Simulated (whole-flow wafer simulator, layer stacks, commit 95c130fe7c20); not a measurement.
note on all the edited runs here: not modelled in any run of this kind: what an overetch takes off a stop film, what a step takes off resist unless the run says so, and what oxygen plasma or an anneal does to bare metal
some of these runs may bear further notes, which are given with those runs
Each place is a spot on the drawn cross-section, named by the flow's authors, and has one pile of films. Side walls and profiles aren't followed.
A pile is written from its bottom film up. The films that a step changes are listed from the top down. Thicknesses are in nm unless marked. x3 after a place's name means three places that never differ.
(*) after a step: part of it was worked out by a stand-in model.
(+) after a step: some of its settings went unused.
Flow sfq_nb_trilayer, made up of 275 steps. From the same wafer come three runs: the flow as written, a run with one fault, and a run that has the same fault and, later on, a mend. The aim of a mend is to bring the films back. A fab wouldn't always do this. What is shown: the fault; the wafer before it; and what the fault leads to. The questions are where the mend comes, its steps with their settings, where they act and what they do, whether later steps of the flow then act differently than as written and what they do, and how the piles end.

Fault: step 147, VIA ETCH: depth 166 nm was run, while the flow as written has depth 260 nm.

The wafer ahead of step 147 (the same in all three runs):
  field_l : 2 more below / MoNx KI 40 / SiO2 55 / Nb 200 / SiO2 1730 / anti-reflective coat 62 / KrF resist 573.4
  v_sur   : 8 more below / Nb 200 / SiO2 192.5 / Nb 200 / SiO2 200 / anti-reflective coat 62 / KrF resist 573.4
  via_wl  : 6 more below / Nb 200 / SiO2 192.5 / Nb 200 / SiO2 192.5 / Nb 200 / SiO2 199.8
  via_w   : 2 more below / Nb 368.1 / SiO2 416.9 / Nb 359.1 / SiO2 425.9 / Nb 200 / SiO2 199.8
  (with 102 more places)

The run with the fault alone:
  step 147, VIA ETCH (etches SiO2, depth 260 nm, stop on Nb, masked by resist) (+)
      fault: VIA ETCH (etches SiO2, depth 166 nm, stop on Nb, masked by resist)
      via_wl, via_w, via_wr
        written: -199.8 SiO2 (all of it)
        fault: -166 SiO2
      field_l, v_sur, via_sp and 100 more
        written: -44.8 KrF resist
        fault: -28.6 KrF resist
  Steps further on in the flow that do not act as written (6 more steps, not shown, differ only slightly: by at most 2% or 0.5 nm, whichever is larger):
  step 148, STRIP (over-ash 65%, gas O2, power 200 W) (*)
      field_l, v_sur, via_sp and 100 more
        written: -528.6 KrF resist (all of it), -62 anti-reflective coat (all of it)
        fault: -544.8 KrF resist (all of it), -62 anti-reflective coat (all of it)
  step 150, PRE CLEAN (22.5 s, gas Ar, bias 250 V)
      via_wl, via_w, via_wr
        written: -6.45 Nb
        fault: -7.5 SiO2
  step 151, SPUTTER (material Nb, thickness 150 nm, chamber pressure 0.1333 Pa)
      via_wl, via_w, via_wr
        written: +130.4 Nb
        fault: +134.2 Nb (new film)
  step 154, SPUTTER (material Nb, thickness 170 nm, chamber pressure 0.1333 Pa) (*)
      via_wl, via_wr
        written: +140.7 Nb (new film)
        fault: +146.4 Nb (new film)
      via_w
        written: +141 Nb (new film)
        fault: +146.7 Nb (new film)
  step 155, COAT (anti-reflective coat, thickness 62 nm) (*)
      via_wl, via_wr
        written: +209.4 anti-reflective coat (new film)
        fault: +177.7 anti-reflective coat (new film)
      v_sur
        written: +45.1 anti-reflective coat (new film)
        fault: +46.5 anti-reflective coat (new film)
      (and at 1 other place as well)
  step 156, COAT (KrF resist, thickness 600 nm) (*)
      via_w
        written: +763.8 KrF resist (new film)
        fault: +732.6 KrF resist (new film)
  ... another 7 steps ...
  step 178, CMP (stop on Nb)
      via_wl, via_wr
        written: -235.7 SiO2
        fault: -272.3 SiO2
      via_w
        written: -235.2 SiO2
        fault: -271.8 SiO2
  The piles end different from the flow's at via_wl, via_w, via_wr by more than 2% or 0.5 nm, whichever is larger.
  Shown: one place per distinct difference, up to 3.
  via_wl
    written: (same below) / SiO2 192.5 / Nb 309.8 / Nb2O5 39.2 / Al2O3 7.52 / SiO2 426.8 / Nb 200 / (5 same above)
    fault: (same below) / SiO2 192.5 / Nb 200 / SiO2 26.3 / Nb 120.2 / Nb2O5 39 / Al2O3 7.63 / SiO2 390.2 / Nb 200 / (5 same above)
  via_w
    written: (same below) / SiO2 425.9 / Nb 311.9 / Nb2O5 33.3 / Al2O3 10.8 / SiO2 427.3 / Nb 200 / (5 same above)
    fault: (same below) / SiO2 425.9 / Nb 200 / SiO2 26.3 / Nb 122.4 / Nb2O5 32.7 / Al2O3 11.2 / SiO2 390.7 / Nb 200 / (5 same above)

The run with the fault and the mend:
  After step 148 comes the mend.
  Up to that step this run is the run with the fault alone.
  step 148a, COAT (anti-reflective coat, thickness 62 nm) (*) (a further turn of the flow's step 140)
      p4_fl x3, p4_w1 x9, p4_g1 x2 and 63 more
        +62 anti-reflective coat (new film)
      be_r, r_sur, res and 8 more
        +61.7 anti-reflective coat (new film)
      jj_sur, ce_l, c5j, ce_r, sp_r
        +61.6 anti-reflective coat (new film)
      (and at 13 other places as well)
  step 148b, COAT (KrF resist, thickness 650 nm) (*) (a further turn of the flow's step 141)
      p4_fl x3, p4_w1 x9, p4_g1 x2 and 63 more
        +650 KrF resist (new film)
      moat, field_r, lsp_l, ln_m5, lsp_m, ln_m6, lsp_r, l0_sur
        +649.4 KrF resist (new film)
      r_sur, res, r_end, l0v
        +649.3 KrF resist (new film)
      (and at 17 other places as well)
  step 148c, SOFTBAKE (KrF resist) (a further turn of the flow's step 142)
      leaves every film unchanged at each place that is followed
  step 148d, EXPOSE (photomask I4, dose 11.93 mJ/cm2, NA 0.6, wavelength 248 nm) (*) (a further turn of the flow's step 143)
      leaves every film unchanged at each place that is followed
  step 148e, PEB (KrF resist, 90 s) (a further turn of the flow's step 144)
      c5j, ce_r, sp_r and 90 more
        -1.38 KrF resist
      v_sur, wire, be, be_sur, gap, jj_sur, ce_l
        -1.37 KrF resist
      field_l, via_sp, via_v
        -1.36 KrF resist
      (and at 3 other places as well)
  step 148f, DEVELOP (KrF resist, thickness 650 nm, 60 s) (a further turn of the flow's step 145)
      field_l, v_sur, via_sp and 100 more
        -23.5 KrF resist
      via_wl
        -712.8 KrF resist (all of it)
      via_w
        -760 KrF resist (all of it)
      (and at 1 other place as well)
  step 148g, VIA ETCH (etches anti-reflective coat, depth 125 nm, masked by resist) (+) (a further turn of the flow's step 146)
      field_l, v_sur, via_sp and 100 more
        -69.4 KrF resist
      via_wl, via_wr
        -125 anti-reflective coat
      via_w
        -82.4 anti-reflective coat (all of it), -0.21 SiO2
  step 148h, VIA ETCH (etches SiO2, depth 94 nm, stop on Nb, masked by resist) (*) (+) (a further turn of the flow's step 147, with different settings)
      field_l, v_sur, via_sp and 100 more
        -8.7 KrF resist
      via_wl
        -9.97 anti-reflective coat (all of it), -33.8 SiO2 (all of it)
      via_w
        -33.6 SiO2 (all of it)
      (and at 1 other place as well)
  step 148i, STRIP (over-ash 65%, gas O2, power 200 W) (*) (a further turn of the flow's step 148)
      p4_fl x3, p4_w1 x9, p4_g1 x2 and 63 more
        -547 KrF resist (all of it), -62 anti-reflective coat (all of it)
      field_r, lsp_l, ln_m5, lsp_m, ln_m6, lsp_r
        -546.4 KrF resist (all of it), -61.7 anti-reflective coat (all of it)
      res, r_end, moat
        -546.3 KrF resist (all of it), -61.7 anti-reflective coat (all of it)
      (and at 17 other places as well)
  Later steps of the flow that are run all act as written at every place that is followed, up to a difference of at most 2% or 0.5 nm, whichever is larger.
  By the end, the piles equal the flow's at every place that both follow.
